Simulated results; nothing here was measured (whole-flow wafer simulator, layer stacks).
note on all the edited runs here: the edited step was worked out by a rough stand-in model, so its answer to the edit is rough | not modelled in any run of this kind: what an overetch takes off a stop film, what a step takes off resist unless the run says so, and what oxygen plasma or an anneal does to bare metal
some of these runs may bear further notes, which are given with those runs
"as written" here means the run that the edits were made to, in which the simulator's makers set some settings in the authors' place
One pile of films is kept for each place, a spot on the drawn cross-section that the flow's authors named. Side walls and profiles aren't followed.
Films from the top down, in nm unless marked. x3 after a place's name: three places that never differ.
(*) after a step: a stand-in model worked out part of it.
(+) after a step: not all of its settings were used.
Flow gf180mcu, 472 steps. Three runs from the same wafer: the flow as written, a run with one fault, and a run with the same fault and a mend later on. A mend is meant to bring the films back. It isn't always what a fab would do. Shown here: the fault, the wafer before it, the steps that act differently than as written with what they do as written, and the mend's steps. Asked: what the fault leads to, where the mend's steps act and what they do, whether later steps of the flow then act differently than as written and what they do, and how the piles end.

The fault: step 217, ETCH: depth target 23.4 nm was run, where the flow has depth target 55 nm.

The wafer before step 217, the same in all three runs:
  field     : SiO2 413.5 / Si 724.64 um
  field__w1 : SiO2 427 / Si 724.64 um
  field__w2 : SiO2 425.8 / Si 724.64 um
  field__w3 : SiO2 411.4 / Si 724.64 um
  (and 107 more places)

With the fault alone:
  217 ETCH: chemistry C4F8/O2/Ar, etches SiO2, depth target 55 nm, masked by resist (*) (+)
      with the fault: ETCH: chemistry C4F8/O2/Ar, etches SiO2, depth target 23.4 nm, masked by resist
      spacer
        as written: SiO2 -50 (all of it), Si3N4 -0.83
        with the fault: SiO2 -23.4
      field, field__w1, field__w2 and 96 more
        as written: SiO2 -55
        with the fault: SiO2 -23.4
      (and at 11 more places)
  Later steps of the flow that act differently than as written (5 more steps differ only slightly, by at most 2% or 0.5 nm, whichever is larger, and aren't shown):
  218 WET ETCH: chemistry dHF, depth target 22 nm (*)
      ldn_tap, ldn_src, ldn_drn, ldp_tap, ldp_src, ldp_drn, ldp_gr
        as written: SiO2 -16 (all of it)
        with the fault: SiO2 -43.6
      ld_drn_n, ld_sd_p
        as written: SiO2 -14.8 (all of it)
        with the fault: SiO2 -42.7
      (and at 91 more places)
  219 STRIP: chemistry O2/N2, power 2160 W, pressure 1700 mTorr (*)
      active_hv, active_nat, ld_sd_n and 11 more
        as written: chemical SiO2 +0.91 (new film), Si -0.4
        with the fault: nothing
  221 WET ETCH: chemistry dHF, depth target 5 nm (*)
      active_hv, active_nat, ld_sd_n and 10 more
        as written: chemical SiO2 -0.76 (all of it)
        with the fault: SiO2 -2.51
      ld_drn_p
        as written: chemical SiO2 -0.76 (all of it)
        with the fault: SiO2 -2.51 (all of it)
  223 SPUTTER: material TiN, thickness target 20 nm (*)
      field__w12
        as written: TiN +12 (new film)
        with the fault: TiN +12.8 (new film)
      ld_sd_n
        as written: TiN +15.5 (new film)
        with the fault: TiN +16.1 (new film)
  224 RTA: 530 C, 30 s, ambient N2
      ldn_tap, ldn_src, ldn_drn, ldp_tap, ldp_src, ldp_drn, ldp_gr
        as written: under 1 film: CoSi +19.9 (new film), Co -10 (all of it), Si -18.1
        with the fault: nothing
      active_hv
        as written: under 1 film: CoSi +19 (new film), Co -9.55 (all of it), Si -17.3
        with the fault: nothing
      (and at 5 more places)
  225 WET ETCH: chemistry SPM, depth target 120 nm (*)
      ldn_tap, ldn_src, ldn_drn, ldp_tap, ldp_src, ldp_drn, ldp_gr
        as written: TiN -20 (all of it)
        with the fault: TiN -20 (all of it), Co -10 (all of it)
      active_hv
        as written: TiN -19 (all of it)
        with the fault: TiN -19 (all of it), Co -9.55 (all of it)
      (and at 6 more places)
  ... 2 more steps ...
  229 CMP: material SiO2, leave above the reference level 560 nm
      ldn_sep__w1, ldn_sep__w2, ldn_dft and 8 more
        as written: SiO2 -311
        with the fault: SiO2 -322.6
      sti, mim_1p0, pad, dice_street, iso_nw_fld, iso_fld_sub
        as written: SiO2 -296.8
        with the fault: SiO2 -308.4
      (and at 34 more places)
  At the end the piles differ from the flow's by more than 2% or 0.5 nm, whichever is larger, at active_hv, active_nat, ld_sd_n and 10 more.
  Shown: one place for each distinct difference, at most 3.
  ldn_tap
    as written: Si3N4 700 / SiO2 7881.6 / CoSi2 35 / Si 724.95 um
    with the fault: Si3N4 700 / SiO2 7879.7 / Si 724.98 um
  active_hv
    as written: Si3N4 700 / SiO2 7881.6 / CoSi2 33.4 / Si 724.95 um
    with the fault: Si3N4 700 / SiO2 7879.7 / Si 724.98 um
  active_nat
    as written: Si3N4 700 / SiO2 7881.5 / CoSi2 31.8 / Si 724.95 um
    with the fault: Si3N4 700 / SiO2 7879.7 / Si 724.98 um

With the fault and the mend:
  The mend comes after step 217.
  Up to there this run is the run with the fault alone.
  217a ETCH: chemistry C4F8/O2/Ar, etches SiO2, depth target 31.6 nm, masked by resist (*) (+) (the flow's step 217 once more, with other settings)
      field, field__w1, field__w2 and 96 more
        SiO2 -31.6
      field__w5, field__w9, field__w13 and 8 more
        resist -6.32
      spacer
        SiO2 -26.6 (all of it), Si3N4 -0.83
  No later step of the flow acts differently than as written, at any place that is followed, by more than 2% or 0.5 nm, whichever is larger.
  At the end the piles differ from the flow's only slightly at the places that both follow, by at most 2% or 0.5 nm, whichever is larger.
